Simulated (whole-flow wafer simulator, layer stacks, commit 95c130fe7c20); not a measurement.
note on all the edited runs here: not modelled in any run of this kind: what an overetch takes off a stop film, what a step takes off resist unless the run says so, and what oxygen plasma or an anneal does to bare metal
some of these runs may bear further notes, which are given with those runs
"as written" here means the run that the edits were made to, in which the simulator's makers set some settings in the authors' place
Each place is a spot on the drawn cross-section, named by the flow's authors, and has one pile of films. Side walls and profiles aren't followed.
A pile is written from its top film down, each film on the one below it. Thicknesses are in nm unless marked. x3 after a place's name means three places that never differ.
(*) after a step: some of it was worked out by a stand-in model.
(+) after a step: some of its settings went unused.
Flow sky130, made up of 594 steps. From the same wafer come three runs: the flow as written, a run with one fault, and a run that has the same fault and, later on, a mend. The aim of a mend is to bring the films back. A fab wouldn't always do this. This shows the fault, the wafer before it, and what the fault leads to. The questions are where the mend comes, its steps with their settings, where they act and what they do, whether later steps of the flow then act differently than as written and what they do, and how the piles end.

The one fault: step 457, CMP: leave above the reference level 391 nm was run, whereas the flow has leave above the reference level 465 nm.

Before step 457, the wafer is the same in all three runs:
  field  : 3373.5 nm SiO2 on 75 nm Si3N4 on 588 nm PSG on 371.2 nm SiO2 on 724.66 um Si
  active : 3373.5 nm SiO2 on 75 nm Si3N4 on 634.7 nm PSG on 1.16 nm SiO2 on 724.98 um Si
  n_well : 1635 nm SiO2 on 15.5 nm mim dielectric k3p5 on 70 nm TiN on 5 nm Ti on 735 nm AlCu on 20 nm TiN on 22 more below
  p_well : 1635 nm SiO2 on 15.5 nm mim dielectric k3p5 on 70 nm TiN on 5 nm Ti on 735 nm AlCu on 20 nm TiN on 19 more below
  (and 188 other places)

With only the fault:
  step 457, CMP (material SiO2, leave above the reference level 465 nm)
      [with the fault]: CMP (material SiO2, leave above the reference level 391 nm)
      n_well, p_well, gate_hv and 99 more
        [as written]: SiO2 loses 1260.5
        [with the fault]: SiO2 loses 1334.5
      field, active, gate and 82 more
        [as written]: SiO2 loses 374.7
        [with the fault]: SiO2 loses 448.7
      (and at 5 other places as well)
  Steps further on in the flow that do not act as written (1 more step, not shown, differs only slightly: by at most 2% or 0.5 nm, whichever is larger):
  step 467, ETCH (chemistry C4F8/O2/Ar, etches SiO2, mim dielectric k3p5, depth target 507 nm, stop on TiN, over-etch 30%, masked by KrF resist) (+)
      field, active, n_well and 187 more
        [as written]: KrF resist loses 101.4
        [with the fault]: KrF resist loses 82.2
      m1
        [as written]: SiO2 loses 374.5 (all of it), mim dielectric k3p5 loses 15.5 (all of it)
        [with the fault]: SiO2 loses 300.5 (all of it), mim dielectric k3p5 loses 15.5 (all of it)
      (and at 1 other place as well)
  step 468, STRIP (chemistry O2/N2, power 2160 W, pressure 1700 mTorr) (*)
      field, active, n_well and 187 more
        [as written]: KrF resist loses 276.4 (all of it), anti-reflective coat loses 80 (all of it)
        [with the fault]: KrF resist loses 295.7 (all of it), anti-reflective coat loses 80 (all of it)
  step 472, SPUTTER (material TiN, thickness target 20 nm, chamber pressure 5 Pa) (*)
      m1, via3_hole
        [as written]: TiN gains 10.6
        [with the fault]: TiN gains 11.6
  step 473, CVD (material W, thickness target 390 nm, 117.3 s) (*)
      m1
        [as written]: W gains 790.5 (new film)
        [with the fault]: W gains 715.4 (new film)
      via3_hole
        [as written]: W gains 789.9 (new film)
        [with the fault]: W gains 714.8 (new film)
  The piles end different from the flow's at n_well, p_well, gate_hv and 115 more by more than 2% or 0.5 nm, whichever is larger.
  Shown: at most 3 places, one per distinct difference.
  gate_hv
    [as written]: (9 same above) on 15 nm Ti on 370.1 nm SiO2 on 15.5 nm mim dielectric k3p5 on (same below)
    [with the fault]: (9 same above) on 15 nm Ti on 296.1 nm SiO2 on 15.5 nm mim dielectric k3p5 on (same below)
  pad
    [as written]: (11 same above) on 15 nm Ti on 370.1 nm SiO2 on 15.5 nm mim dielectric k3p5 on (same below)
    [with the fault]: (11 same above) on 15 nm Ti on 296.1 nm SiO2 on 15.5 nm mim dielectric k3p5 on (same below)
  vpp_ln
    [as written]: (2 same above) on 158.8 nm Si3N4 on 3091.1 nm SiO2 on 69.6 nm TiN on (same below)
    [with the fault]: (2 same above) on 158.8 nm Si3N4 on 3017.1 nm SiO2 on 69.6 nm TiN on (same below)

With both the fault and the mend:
  After step 457 comes the mend.
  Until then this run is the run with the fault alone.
  step 457a, HDPCVD (thickness target 74 nm) (*) (the flow's step 456 again, with other settings)
      field, active, n_well and 189 more
        SiO2 gains 74
  Later steps of the flow that are run all act as written at every place that is followed, up to a difference of at most 2% or 0.5 nm, whichever is larger.
  By the end, the piles equal the flow's at every place that both follow.
